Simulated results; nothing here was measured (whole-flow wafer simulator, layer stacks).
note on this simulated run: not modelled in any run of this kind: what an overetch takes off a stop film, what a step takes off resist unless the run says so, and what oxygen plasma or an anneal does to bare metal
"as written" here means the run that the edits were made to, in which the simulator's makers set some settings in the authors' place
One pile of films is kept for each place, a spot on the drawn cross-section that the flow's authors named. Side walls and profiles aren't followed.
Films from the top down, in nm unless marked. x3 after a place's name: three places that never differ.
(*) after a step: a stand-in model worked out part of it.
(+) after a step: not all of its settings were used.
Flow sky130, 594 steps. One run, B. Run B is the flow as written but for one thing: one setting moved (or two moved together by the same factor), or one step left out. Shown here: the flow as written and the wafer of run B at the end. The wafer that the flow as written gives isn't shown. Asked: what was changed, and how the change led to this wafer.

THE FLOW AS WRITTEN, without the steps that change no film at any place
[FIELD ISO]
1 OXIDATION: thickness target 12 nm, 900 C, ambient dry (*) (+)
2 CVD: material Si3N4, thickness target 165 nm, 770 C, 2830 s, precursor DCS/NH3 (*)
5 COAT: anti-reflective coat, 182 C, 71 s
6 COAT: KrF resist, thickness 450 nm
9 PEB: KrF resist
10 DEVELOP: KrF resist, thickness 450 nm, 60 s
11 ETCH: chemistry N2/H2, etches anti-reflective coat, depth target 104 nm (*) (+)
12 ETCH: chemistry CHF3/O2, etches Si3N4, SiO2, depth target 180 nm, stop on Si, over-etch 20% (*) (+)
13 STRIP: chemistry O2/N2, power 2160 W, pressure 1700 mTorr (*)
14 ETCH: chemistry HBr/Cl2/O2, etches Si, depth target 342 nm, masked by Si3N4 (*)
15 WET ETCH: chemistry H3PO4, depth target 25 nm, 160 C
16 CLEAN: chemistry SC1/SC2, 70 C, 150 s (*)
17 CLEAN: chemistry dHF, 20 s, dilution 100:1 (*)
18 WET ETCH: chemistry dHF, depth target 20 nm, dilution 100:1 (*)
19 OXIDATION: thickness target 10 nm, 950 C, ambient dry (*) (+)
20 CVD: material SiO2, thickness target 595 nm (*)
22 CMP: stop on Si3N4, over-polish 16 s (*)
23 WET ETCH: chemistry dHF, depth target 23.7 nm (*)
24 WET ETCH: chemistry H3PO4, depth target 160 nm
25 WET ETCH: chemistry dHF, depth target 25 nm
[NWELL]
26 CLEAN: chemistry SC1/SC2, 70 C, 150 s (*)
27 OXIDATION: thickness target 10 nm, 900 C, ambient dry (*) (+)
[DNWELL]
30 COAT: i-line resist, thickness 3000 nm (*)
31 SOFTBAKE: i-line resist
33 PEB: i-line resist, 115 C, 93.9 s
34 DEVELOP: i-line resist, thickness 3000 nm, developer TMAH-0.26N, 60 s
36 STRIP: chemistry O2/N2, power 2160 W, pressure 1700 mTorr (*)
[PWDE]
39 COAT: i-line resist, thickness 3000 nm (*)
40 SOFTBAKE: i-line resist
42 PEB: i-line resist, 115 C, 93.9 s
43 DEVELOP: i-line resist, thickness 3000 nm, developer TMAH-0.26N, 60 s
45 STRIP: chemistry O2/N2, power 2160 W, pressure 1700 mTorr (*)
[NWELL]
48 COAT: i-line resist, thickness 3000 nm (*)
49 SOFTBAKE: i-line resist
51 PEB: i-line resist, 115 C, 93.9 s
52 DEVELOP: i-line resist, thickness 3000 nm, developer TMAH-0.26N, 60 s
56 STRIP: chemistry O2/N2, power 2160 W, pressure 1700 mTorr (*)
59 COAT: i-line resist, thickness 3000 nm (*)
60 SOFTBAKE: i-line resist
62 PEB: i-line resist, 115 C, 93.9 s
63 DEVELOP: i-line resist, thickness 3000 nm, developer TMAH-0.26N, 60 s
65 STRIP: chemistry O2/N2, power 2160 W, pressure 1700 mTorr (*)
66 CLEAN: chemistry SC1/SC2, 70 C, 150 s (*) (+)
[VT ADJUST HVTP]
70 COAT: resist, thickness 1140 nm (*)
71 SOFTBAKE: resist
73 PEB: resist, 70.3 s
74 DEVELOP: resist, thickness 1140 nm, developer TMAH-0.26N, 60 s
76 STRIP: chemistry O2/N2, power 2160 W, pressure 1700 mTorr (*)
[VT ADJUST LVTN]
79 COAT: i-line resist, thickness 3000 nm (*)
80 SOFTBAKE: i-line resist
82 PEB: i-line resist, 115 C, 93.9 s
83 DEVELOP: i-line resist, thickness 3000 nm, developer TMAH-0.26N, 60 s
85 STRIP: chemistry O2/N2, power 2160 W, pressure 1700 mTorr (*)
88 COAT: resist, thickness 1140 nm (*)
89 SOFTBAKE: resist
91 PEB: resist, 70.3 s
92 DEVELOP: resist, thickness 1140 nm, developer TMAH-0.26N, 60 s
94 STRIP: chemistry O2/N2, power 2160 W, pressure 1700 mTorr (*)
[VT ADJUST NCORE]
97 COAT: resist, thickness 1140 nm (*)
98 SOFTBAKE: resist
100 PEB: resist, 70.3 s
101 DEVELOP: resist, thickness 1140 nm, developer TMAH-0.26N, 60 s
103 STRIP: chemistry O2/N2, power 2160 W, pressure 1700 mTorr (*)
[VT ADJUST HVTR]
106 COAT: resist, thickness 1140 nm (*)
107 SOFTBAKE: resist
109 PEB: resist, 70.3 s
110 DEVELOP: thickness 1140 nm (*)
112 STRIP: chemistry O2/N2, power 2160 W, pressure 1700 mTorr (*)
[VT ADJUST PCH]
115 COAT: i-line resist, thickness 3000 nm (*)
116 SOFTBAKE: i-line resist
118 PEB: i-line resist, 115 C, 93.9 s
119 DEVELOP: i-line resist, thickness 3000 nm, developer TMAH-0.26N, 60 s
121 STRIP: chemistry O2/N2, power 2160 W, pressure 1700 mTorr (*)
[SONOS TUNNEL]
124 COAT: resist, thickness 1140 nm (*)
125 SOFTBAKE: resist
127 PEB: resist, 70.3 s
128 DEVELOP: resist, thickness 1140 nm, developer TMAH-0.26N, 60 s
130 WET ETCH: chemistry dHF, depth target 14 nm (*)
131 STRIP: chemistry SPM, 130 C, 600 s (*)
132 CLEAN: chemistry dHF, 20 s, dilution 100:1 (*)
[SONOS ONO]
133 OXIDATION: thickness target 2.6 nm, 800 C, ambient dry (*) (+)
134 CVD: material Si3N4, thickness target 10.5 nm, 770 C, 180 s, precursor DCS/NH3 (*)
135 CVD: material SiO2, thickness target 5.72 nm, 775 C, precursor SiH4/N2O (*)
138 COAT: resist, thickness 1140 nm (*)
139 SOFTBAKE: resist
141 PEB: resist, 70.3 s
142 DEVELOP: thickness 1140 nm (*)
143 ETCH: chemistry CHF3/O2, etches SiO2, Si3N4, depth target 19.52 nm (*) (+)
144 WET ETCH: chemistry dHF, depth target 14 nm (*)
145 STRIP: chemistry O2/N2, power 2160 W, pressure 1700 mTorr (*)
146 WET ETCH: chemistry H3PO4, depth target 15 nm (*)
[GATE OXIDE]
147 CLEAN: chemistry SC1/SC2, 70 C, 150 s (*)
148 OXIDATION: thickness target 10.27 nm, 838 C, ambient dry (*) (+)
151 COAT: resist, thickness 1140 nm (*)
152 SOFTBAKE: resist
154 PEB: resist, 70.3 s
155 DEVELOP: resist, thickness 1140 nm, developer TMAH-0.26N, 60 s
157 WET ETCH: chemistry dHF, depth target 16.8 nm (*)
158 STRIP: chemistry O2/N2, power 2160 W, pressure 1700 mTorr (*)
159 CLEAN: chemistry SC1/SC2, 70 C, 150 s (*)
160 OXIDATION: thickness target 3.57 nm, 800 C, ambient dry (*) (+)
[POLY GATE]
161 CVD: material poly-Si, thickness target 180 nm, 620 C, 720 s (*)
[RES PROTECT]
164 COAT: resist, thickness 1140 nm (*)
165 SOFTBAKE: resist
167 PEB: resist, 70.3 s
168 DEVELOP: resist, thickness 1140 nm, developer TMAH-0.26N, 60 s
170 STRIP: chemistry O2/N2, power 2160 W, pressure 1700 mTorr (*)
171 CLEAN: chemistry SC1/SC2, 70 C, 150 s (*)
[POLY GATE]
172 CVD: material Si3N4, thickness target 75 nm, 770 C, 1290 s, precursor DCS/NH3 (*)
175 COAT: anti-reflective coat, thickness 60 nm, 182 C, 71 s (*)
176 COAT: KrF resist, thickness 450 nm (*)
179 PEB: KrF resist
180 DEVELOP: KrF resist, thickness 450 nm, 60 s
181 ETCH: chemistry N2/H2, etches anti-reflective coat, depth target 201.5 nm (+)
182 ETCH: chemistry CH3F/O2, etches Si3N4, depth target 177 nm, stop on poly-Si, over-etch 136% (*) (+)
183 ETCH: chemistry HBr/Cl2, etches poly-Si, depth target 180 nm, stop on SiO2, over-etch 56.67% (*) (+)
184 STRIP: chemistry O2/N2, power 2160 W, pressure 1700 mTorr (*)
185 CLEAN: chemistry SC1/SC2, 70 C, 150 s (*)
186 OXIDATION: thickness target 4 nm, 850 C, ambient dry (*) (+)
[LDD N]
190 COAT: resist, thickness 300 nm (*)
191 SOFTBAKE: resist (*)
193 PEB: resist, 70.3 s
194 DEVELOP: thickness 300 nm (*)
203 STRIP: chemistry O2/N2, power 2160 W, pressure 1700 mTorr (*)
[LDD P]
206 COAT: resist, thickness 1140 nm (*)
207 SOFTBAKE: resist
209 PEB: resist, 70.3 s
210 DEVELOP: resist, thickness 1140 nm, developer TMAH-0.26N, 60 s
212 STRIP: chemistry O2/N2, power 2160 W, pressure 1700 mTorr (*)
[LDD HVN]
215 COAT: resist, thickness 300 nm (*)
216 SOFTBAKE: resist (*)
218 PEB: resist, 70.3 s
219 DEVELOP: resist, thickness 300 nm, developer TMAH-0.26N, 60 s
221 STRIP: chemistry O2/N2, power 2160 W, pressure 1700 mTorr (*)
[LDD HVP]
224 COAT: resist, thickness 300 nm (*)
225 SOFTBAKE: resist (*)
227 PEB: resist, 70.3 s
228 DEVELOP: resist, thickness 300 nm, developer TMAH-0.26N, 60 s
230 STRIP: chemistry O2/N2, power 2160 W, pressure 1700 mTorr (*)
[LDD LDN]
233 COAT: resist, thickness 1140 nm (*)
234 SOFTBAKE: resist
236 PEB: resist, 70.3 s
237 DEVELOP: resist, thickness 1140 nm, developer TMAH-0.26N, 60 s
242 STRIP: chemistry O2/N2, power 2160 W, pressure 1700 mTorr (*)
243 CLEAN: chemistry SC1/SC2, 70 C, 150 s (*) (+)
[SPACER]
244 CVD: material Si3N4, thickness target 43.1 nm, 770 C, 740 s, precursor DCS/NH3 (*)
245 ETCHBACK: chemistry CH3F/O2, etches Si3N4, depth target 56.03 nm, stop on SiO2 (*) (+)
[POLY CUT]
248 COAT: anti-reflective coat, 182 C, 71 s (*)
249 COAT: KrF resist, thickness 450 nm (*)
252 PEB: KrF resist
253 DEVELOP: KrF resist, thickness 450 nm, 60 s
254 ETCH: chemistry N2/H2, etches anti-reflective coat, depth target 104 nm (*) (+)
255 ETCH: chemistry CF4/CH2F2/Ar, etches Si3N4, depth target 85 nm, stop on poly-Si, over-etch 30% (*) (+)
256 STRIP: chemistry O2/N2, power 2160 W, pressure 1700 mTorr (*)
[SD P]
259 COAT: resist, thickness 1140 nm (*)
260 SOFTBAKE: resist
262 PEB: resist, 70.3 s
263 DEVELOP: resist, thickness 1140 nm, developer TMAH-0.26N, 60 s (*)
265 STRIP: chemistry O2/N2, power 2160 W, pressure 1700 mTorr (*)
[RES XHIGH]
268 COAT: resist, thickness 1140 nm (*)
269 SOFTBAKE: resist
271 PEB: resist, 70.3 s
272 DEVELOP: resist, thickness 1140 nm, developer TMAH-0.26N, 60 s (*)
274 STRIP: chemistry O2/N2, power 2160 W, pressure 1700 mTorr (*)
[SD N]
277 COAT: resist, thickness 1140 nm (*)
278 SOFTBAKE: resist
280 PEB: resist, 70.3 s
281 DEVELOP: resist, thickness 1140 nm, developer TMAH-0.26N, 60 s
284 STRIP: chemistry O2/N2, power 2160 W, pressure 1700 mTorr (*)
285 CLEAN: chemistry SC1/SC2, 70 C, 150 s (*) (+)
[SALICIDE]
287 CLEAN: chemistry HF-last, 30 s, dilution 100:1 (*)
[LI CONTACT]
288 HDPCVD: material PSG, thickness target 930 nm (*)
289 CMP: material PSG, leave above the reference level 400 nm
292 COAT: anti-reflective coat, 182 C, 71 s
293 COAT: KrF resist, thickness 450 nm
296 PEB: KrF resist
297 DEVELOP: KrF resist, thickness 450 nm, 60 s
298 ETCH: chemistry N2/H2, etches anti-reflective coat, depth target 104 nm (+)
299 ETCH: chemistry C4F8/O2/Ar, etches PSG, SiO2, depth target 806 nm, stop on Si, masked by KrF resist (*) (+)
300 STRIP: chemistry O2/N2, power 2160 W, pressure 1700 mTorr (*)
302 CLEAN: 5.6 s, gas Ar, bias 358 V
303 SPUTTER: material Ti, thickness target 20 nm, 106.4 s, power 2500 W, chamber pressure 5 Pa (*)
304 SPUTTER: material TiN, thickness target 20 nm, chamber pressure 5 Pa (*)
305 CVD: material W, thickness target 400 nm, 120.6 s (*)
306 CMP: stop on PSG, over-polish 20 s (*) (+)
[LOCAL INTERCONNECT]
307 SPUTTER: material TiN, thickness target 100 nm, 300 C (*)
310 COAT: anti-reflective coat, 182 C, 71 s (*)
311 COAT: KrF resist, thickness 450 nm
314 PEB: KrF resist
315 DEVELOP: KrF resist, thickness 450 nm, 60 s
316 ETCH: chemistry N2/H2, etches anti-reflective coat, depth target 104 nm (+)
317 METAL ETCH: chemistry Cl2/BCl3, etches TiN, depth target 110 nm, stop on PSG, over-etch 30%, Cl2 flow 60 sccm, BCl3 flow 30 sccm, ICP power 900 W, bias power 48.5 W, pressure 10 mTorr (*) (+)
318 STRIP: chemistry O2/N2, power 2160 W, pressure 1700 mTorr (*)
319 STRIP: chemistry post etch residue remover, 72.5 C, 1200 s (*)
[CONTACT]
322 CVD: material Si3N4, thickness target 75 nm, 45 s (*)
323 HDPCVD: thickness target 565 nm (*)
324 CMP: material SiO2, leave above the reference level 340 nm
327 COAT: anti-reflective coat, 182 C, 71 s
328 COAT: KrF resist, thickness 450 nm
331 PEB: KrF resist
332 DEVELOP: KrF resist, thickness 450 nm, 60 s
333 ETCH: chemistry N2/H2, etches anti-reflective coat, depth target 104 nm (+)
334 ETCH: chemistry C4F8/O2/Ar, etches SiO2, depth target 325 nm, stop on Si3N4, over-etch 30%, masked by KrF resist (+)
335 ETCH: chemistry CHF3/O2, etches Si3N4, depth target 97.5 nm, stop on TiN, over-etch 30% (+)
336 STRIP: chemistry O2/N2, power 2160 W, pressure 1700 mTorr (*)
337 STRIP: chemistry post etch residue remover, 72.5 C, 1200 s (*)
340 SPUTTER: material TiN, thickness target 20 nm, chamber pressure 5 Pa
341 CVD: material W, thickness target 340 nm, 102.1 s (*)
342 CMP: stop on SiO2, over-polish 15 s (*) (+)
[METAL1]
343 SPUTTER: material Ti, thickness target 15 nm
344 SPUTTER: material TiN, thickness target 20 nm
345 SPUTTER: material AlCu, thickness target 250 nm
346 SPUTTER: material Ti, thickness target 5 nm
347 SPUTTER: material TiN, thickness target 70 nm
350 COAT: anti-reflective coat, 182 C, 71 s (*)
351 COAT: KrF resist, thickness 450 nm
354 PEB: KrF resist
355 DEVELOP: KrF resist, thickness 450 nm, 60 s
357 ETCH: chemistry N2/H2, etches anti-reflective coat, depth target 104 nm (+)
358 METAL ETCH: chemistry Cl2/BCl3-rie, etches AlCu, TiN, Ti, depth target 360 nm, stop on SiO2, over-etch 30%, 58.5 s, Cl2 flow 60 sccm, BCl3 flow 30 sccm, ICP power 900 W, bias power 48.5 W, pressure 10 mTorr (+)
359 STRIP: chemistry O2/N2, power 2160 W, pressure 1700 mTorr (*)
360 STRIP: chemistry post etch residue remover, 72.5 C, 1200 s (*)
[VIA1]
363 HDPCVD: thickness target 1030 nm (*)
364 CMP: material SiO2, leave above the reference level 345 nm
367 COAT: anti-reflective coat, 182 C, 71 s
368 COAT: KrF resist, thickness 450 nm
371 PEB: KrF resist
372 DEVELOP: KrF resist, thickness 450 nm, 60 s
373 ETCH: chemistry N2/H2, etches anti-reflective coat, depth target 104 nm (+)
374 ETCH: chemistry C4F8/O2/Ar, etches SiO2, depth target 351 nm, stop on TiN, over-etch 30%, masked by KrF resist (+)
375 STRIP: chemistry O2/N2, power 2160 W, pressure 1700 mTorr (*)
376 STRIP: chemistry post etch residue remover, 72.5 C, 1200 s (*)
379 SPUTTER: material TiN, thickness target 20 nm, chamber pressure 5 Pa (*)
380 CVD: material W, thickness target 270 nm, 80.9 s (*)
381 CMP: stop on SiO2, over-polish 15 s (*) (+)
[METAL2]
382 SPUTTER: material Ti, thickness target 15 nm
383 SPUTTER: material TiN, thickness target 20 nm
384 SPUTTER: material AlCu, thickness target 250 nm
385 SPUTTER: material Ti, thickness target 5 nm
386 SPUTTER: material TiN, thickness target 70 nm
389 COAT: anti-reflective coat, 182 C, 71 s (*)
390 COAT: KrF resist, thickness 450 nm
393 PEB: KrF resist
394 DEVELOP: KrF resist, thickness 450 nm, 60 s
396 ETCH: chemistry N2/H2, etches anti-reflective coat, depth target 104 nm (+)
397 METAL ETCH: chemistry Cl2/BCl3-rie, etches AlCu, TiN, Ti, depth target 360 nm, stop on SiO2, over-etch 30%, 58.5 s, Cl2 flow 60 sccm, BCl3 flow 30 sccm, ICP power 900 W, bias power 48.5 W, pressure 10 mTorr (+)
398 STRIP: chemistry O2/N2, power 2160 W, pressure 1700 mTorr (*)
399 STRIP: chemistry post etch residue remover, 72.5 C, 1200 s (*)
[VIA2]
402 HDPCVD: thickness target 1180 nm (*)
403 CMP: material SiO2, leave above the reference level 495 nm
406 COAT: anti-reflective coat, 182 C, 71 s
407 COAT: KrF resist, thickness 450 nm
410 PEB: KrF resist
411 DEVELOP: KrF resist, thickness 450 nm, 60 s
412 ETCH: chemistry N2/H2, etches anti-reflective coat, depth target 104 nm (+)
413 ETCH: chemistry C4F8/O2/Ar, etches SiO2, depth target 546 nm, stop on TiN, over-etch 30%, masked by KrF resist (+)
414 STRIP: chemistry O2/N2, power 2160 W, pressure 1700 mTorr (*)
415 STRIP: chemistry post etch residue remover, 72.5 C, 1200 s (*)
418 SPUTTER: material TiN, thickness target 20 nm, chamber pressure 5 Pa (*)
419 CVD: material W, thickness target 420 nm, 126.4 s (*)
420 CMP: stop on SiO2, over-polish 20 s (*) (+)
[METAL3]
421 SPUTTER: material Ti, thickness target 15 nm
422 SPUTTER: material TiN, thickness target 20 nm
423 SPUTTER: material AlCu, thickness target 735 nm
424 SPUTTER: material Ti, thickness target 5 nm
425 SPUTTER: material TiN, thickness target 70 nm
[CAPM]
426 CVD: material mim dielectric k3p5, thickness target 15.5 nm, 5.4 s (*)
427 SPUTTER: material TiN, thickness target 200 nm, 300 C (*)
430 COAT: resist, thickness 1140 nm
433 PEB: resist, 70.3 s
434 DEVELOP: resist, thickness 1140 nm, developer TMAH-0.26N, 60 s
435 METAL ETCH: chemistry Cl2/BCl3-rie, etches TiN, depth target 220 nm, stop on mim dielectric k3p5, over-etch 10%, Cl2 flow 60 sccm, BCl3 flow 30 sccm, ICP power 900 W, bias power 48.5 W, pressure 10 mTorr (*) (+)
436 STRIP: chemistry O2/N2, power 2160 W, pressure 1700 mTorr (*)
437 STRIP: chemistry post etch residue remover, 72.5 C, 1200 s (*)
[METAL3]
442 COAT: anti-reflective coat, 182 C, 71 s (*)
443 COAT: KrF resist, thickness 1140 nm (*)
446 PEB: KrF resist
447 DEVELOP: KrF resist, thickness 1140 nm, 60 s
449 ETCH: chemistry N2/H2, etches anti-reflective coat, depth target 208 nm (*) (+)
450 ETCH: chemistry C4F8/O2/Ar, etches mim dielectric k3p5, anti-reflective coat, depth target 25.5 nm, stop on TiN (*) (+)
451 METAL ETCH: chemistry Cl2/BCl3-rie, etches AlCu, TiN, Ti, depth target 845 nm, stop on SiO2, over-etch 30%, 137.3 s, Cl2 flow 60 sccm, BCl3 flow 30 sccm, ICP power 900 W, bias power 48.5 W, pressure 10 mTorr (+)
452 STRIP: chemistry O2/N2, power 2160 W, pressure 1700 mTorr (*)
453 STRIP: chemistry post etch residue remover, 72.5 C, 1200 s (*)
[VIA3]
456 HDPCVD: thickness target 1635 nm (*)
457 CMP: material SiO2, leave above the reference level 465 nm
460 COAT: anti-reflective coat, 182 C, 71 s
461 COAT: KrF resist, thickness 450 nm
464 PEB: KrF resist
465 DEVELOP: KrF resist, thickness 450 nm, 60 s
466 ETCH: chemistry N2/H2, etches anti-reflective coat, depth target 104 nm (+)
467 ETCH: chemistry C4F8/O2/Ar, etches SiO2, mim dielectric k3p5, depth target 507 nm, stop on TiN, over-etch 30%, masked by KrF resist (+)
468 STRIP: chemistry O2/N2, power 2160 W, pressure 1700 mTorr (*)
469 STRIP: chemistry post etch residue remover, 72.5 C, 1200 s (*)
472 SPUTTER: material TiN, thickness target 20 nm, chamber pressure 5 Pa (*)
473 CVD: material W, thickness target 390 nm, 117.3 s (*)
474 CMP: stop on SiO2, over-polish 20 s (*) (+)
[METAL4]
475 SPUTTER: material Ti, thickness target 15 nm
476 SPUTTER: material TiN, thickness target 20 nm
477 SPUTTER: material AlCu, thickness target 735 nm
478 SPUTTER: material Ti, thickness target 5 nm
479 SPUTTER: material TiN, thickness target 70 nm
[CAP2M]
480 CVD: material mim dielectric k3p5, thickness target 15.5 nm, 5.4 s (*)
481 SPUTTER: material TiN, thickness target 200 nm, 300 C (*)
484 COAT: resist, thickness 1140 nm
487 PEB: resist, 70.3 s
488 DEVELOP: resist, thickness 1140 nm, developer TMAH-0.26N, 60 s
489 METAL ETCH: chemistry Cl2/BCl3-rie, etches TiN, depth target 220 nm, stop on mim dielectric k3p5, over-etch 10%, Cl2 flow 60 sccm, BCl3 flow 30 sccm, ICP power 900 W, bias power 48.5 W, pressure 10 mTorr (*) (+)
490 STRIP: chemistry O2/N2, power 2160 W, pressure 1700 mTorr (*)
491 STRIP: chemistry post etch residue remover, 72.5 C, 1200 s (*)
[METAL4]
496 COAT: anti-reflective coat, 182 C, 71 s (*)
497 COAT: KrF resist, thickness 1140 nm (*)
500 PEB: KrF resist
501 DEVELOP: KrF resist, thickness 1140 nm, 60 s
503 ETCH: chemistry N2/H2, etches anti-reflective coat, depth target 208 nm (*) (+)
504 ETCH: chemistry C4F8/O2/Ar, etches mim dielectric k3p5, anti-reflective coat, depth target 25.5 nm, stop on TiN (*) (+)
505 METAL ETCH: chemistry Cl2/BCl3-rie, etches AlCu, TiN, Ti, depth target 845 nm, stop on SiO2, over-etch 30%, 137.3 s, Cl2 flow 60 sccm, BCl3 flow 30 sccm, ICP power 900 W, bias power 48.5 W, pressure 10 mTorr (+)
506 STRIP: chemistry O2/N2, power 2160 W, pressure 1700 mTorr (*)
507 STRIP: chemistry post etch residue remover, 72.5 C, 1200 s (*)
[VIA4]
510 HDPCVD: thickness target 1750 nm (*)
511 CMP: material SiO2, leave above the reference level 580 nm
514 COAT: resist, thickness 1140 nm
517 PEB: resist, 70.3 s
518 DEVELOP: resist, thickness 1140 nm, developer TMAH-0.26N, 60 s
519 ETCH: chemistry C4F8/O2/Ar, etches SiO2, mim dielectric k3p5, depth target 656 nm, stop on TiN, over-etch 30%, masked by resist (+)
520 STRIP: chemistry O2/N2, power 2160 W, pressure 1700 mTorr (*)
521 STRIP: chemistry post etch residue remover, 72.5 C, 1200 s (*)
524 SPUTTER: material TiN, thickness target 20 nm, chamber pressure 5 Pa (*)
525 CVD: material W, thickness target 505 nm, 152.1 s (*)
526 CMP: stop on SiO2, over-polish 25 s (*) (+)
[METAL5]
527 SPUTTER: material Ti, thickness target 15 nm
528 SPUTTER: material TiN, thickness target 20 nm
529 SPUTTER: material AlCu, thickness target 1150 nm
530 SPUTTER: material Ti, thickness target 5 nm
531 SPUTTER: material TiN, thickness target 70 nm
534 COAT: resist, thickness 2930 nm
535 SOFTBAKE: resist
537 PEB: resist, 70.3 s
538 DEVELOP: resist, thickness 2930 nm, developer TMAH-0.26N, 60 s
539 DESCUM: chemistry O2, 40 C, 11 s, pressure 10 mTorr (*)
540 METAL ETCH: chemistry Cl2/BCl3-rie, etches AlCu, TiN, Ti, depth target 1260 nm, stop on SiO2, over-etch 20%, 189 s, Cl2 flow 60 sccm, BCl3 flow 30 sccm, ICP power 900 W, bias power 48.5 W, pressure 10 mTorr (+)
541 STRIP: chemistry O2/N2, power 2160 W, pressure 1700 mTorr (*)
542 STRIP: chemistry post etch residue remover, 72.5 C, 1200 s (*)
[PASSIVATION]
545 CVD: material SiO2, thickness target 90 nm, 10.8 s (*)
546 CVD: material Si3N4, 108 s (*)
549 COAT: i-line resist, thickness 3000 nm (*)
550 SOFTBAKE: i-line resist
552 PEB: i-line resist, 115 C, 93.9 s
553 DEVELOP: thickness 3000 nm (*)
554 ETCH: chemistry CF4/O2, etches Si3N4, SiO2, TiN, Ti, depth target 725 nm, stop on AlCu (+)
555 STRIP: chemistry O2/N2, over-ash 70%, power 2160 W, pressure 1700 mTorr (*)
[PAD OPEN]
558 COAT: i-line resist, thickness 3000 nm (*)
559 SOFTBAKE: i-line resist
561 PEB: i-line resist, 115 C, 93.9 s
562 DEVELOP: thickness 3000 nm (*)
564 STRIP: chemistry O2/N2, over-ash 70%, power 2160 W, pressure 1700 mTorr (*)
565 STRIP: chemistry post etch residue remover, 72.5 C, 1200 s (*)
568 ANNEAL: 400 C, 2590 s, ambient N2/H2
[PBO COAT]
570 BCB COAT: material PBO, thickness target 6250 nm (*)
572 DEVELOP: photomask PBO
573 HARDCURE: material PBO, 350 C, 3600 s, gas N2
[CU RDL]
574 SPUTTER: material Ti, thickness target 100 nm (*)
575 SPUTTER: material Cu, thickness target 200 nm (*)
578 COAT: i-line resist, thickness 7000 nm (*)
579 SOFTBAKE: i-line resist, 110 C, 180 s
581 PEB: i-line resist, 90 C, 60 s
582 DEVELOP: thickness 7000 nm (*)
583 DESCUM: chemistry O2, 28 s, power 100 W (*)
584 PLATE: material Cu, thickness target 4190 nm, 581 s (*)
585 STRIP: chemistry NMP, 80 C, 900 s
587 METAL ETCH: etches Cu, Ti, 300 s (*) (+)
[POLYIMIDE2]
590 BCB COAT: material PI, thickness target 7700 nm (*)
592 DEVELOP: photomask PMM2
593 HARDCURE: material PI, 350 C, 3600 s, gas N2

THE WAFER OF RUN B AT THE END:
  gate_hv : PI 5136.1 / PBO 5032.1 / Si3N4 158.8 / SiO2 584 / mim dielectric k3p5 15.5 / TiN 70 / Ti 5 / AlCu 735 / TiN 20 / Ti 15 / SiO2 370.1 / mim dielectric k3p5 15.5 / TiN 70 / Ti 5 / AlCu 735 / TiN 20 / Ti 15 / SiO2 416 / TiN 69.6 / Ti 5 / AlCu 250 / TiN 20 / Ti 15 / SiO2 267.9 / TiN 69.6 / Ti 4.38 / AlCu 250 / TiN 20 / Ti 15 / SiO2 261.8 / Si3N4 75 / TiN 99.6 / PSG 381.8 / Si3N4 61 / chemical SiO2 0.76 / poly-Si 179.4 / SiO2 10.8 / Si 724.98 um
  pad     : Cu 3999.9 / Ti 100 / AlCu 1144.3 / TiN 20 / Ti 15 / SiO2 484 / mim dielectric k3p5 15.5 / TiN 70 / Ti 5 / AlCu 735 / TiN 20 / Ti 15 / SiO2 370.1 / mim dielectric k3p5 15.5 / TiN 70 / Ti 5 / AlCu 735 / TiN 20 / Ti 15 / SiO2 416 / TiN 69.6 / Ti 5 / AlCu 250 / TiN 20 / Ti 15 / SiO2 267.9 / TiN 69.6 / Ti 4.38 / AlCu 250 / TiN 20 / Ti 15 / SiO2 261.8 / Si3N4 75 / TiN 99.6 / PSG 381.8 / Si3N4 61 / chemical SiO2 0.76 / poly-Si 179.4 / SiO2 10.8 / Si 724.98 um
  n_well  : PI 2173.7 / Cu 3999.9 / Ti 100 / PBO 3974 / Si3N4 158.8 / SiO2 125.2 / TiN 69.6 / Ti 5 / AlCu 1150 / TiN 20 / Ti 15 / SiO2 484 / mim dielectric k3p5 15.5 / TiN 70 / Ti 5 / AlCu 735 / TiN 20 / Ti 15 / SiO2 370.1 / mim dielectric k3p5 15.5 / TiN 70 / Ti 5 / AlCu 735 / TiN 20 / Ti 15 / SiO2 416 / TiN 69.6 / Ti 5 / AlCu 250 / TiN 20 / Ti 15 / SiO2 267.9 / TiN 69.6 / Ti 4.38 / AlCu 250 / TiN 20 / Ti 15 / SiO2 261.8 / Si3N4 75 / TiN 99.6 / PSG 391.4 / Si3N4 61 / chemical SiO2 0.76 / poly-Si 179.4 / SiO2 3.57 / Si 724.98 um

The cause: step 346, SPUTTER: thickness target 4.38 nm was run, where the flow has thickness target 5 nm.
It can be read off the wafer: gate_hv has Ti 4.38, and step 346 as written asks for 5 nm.

How the change led to this, step by step:
  346 SPUTTER: material Ti, thickness target 5 nm
      field, active, n_well and 188 more: Ti +4.38 (new film) (as written it would be: Ti +5 (new film))
  358 METAL ETCH: chemistry Cl2/BCl3-rie, etches AlCu, TiN, Ti, depth target 360 nm, stop on SiO2, over-etch 30%, 58.5 s, Cl2 flow 60 sccm, BCl3 flow 30 sccm, ICP power 900 W, bias power 48.5 W, pressure 10 mTorr (+)
      field, active, gate and 81 more: TiN -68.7 (all of it), Ti -4.38 (all of it), AlCu -250 (all of it), TiN -20 (all of it), Ti -15 (all of it), SiO2 -11 (as written it would be: TiN -68.7 (all of it), Ti -5 (all of it), AlCu -250 (all of it), TiN -20 (all of it), Ti -15 (all of it), SiO2 -10.9)
